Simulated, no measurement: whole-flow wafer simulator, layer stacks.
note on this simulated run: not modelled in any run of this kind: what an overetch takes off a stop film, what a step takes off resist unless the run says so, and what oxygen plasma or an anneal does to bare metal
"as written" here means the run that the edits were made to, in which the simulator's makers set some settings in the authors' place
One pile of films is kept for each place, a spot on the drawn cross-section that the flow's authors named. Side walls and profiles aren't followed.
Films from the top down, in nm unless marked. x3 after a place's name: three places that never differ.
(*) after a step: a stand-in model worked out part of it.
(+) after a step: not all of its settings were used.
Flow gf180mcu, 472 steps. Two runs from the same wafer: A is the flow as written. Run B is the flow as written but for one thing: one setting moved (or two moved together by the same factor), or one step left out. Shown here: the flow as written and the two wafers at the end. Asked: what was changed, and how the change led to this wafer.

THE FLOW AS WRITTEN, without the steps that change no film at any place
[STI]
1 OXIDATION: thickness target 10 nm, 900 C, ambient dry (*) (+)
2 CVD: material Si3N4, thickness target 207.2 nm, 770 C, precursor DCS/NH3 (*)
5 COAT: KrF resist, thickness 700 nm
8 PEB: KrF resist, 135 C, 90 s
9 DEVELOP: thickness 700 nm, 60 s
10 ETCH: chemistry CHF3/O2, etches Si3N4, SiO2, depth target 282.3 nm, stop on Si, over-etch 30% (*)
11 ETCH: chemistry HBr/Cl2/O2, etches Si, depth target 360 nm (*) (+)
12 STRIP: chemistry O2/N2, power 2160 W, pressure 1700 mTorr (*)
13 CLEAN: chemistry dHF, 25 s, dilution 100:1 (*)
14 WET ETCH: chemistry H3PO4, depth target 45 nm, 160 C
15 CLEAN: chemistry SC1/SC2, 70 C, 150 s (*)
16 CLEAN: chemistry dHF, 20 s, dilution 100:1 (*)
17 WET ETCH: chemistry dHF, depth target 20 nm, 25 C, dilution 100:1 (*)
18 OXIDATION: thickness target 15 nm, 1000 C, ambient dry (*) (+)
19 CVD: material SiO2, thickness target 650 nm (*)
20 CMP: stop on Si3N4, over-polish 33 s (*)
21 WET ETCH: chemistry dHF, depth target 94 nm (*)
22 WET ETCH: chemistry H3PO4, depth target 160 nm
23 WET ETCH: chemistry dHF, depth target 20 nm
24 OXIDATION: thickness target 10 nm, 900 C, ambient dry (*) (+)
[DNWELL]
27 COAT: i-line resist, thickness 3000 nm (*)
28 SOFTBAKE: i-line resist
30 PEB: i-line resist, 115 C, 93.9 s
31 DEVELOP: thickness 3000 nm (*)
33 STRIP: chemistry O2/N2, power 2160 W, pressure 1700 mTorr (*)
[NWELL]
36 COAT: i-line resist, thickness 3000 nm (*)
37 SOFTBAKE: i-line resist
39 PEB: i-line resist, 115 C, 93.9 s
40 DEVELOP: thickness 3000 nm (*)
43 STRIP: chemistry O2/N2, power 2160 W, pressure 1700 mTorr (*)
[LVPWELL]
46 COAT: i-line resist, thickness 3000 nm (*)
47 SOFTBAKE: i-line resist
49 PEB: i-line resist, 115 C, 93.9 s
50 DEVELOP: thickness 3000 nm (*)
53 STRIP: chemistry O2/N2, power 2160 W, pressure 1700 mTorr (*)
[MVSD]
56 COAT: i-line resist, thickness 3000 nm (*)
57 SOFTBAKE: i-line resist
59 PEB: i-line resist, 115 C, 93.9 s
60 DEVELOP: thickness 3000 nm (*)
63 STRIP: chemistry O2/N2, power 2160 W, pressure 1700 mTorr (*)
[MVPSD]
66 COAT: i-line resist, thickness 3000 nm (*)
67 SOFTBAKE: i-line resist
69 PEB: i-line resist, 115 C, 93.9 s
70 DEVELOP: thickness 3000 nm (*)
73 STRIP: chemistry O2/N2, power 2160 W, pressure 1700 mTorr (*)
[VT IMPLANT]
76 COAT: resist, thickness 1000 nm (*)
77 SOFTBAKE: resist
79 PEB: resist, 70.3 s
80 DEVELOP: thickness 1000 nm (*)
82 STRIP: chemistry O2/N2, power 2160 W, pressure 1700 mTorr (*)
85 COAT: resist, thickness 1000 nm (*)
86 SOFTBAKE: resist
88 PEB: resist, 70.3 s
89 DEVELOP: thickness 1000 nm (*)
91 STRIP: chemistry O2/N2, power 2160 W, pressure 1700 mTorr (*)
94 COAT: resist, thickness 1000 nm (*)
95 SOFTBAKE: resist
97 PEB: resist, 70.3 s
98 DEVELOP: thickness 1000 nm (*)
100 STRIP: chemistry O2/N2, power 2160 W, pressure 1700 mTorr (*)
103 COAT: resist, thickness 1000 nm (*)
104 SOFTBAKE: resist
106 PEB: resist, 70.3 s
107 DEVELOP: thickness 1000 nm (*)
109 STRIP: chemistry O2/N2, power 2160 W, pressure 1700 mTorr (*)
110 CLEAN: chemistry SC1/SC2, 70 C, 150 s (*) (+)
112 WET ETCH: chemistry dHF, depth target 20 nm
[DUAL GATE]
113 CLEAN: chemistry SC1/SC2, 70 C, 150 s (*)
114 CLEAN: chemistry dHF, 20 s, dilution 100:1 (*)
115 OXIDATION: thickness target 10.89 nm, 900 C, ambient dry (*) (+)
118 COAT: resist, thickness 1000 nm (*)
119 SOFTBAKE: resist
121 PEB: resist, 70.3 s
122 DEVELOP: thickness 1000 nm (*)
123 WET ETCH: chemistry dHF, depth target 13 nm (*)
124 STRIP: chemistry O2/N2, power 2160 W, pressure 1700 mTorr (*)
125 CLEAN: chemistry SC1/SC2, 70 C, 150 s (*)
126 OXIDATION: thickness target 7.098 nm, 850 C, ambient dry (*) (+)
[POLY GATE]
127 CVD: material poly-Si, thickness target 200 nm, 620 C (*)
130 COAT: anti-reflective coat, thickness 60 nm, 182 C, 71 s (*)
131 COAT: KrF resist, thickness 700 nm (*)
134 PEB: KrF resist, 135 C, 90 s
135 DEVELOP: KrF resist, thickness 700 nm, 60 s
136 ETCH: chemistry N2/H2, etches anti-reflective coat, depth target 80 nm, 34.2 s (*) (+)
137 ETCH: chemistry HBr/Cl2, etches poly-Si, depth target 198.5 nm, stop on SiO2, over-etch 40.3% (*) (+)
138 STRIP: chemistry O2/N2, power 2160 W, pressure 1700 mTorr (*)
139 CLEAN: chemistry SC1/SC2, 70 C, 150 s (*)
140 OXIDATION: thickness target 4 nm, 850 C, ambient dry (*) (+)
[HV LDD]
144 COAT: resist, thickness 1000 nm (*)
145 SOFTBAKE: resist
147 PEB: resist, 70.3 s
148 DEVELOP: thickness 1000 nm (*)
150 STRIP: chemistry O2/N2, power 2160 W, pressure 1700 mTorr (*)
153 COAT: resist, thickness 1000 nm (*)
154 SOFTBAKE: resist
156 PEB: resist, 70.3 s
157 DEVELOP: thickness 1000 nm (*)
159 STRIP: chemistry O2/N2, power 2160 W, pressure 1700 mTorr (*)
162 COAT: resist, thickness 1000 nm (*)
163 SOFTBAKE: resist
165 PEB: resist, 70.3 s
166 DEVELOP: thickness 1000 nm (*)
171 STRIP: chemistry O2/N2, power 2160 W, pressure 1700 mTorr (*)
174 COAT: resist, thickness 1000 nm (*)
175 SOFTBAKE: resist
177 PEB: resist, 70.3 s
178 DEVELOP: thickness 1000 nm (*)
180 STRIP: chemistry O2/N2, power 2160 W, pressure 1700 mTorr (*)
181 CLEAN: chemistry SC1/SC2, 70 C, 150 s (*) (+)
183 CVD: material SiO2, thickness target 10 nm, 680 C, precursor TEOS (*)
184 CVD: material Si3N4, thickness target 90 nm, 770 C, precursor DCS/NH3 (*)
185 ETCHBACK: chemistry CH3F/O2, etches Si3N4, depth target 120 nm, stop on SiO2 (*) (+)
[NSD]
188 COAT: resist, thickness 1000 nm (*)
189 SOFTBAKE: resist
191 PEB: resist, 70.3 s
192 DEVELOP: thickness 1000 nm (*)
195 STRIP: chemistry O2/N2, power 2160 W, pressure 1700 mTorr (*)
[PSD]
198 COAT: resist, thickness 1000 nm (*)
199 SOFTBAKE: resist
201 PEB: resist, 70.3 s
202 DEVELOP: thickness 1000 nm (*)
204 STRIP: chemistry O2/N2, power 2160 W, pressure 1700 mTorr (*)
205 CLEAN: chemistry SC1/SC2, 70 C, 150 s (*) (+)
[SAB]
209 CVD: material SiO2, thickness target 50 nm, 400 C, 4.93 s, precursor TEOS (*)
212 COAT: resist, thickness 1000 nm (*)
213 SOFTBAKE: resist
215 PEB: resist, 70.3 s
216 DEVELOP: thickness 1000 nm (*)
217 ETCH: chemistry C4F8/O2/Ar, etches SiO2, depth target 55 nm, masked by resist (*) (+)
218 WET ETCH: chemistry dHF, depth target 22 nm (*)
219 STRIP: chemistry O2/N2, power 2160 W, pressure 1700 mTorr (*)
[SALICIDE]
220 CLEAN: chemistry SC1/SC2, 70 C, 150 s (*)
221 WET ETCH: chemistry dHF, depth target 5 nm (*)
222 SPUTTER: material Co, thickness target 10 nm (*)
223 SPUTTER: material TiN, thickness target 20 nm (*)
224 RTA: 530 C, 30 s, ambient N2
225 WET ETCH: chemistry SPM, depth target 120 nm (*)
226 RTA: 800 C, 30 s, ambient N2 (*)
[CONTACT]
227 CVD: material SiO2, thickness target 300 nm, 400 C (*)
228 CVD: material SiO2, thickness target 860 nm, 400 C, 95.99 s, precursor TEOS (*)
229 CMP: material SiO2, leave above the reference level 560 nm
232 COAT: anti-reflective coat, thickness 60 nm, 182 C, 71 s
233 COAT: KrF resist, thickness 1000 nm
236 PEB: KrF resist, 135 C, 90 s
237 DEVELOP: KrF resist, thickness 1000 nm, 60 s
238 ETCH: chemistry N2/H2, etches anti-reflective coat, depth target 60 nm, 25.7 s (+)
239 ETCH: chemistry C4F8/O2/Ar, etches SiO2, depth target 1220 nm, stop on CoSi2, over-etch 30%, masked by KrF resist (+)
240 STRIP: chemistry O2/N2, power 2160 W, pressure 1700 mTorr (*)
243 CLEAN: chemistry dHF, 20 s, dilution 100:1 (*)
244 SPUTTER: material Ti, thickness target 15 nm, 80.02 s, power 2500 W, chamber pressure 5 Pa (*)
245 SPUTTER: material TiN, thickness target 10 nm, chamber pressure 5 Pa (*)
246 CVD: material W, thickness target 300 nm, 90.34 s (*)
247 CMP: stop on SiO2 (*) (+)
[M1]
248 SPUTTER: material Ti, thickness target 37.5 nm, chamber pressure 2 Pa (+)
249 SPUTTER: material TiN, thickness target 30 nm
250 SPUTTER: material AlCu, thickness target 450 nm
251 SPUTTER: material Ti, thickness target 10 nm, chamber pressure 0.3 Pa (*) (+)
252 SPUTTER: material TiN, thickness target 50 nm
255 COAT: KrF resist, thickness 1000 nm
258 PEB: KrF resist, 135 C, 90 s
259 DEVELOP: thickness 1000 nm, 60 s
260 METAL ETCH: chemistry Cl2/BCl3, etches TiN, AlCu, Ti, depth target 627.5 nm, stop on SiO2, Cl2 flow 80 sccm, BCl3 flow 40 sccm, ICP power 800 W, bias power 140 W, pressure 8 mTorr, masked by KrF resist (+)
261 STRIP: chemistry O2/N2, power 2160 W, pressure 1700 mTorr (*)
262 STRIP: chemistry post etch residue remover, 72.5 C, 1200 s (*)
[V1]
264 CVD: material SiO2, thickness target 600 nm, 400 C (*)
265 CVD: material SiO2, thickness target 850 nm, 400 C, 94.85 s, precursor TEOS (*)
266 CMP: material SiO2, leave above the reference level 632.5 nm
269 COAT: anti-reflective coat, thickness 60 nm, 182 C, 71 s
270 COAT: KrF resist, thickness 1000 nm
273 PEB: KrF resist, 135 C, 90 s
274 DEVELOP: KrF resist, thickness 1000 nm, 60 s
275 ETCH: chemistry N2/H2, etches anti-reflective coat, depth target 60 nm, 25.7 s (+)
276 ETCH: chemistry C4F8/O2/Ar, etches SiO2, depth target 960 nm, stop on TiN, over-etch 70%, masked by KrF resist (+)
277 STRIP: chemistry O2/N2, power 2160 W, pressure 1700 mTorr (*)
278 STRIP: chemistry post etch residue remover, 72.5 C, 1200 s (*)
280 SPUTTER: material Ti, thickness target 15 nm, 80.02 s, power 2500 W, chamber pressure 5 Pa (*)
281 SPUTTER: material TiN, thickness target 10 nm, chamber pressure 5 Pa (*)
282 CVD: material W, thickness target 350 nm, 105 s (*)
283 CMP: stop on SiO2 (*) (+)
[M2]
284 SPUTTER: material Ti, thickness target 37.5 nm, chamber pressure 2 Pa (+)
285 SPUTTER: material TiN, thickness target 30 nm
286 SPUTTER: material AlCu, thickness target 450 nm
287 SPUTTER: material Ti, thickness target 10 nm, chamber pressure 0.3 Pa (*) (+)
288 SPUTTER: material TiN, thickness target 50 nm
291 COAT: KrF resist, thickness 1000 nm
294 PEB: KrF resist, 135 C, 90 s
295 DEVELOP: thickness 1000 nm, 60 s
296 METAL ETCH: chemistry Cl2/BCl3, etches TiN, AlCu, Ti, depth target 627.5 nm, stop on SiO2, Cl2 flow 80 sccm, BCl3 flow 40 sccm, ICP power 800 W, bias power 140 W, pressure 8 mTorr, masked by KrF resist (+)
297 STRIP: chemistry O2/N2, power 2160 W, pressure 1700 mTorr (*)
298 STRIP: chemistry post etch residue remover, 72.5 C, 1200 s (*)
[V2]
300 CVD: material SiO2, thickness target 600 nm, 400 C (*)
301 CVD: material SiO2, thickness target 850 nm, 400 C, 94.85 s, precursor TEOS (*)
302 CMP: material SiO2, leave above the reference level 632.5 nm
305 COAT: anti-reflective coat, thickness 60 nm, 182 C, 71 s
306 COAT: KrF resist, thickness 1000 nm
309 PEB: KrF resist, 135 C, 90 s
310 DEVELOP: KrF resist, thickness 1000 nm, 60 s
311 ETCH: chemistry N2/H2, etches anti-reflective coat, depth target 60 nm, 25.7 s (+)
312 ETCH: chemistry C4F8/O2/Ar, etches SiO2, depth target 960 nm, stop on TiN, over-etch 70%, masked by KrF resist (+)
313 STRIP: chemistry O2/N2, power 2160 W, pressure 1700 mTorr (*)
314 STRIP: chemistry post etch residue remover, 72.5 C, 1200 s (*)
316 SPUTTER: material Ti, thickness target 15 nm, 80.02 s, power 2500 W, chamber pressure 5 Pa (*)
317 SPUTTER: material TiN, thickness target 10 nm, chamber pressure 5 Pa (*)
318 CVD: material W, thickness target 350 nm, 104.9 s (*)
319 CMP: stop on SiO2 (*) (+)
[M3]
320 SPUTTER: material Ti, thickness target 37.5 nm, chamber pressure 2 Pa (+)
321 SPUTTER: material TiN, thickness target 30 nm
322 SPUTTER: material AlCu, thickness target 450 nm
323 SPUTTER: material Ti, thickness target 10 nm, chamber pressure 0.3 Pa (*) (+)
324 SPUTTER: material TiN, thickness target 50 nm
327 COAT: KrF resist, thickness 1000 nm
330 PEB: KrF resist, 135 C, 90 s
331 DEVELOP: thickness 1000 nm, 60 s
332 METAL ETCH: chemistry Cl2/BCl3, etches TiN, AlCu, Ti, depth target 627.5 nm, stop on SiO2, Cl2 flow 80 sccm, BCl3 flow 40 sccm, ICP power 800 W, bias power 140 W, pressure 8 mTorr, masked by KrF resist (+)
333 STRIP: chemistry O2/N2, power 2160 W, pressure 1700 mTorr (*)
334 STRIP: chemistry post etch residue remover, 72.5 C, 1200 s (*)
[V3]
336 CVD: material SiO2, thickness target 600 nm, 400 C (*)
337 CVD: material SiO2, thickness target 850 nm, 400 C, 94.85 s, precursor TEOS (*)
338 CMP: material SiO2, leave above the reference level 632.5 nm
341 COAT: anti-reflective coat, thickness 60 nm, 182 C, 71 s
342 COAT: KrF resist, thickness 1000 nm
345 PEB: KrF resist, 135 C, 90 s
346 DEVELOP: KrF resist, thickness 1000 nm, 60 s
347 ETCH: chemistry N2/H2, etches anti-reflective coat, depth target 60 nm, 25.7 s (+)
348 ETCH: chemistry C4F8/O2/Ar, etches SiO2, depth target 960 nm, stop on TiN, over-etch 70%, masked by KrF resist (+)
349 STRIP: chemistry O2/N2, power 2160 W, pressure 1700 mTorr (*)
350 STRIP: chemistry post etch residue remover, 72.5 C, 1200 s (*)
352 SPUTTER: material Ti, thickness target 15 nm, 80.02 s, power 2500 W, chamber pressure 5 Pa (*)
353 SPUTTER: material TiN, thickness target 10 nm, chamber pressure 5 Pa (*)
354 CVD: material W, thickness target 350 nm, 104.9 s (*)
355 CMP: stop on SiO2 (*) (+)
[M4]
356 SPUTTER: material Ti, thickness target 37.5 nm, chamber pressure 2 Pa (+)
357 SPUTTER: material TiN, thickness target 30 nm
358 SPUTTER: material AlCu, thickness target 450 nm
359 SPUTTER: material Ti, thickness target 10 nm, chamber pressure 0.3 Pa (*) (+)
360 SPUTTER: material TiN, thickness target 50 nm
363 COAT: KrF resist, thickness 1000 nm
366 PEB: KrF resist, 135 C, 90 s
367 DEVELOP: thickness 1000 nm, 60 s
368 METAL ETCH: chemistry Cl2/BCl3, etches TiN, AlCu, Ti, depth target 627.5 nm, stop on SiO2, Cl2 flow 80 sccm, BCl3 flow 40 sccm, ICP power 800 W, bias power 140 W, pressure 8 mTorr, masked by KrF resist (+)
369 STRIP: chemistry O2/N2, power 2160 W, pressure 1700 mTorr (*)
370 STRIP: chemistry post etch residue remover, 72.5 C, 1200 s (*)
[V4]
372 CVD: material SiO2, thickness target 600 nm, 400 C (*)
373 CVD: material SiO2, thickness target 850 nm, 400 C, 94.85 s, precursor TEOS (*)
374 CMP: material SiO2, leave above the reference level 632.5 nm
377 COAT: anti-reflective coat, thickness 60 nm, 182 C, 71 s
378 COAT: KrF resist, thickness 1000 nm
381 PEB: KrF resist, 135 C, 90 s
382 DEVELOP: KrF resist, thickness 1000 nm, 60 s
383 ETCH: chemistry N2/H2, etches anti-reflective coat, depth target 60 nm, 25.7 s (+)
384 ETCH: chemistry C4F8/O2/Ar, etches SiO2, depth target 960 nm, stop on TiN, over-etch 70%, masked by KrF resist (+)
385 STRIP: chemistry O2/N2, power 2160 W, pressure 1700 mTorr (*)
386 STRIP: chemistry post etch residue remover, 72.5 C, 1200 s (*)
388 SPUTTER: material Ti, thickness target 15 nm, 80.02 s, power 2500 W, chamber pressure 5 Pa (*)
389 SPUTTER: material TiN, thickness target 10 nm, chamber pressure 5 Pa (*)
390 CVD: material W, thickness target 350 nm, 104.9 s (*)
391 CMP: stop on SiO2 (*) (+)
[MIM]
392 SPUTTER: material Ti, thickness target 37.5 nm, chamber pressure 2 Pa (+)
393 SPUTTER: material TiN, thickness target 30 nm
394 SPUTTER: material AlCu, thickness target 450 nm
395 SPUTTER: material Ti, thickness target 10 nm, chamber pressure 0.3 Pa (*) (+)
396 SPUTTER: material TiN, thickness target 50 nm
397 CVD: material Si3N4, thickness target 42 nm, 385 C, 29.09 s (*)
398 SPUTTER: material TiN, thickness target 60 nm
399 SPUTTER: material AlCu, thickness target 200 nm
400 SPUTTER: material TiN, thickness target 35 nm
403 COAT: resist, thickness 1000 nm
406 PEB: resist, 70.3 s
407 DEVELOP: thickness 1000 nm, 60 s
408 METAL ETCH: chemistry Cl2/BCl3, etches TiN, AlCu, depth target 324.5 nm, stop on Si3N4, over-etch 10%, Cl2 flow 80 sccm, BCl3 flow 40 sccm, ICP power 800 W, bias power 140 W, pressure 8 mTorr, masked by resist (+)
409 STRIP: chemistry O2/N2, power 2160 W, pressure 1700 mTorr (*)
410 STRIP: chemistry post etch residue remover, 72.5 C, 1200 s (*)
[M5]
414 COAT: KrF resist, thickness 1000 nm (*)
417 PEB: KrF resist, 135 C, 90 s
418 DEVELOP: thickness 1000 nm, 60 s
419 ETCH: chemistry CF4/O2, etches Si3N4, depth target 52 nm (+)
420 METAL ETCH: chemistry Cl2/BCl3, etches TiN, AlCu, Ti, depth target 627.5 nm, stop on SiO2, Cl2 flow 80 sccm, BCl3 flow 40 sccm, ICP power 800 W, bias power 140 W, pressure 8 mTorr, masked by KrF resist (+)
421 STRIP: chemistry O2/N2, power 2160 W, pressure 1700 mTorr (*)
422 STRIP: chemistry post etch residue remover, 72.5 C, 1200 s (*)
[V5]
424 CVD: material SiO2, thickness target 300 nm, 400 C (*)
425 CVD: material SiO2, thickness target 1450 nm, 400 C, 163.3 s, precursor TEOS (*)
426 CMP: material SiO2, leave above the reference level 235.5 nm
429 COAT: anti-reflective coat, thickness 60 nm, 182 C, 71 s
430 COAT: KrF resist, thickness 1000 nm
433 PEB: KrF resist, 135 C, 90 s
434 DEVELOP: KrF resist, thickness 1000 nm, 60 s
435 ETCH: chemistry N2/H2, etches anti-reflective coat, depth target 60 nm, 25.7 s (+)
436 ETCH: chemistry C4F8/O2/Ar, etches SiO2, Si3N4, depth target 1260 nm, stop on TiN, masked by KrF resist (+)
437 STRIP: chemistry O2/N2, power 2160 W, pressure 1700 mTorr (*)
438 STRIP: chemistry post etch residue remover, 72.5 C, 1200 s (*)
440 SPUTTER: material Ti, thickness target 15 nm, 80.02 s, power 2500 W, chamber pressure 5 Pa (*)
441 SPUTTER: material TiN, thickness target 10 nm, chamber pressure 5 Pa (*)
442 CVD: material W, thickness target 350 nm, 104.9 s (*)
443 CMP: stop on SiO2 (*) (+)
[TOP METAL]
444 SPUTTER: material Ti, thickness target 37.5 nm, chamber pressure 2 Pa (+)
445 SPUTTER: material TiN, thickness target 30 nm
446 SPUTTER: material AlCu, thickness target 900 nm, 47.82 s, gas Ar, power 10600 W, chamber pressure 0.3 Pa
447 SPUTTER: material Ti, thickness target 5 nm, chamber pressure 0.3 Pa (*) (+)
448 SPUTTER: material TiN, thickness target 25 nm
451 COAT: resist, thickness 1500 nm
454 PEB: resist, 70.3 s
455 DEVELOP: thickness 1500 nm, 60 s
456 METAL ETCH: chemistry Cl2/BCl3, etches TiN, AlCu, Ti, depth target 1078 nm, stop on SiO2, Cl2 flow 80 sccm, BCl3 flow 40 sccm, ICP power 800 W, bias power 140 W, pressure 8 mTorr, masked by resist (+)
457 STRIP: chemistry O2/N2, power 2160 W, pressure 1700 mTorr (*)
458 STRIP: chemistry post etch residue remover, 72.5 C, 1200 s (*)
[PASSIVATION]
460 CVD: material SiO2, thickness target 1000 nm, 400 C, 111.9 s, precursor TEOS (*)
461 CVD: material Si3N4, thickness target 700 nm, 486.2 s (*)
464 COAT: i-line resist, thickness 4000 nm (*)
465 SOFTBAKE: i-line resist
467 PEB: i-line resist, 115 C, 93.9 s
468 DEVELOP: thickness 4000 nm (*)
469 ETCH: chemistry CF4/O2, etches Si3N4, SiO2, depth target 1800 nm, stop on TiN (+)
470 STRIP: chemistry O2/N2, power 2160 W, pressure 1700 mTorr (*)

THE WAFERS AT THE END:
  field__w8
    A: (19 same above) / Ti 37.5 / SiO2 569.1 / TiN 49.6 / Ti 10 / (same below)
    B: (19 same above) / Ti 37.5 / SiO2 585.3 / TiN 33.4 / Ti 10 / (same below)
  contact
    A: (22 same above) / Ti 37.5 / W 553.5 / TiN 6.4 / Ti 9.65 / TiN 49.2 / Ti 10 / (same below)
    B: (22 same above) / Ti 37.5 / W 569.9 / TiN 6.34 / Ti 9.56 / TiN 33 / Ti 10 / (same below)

The cause: step 324, SPUTTER: thickness target 33.8 nm was run, where the flow has thickness target 50 nm.

How the change led to this, step by step:
  324 SPUTTER: material TiN, thickness target 50 nm
      field, field__w1, field__w2 and 108 more: A TiN +50 (new film) | B TiN +33.8 (new film)
  332 METAL ETCH: chemistry Cl2/BCl3, etches TiN, AlCu, Ti, depth target 627.5 nm, stop on SiO2, Cl2 flow 80 sccm, BCl3 flow 40 sccm, ICP power 800 W, bias power 140 W, pressure 8 mTorr, masked by KrF resist (+)
      field, field__w1, field__w2 and 103 more: A TiN -50 (all of it), Ti -10 (all of it), AlCu -450 (all of it), TiN -30 (all of it), Ti -37.5 (all of it) | B TiN -33.8 (all of it), Ti -10 (all of it), AlCu -450 (all of it), TiN -30 (all of it), Ti -37.5 (all of it)
  348 ETCH: chemistry C4F8/O2/Ar, etches SiO2, depth target 960 nm, stop on TiN, over-etch 70%, masked by KrF resist (+)
      contact: A SiO2 -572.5 (all of it) | B SiO2 -588.7 (all of it)
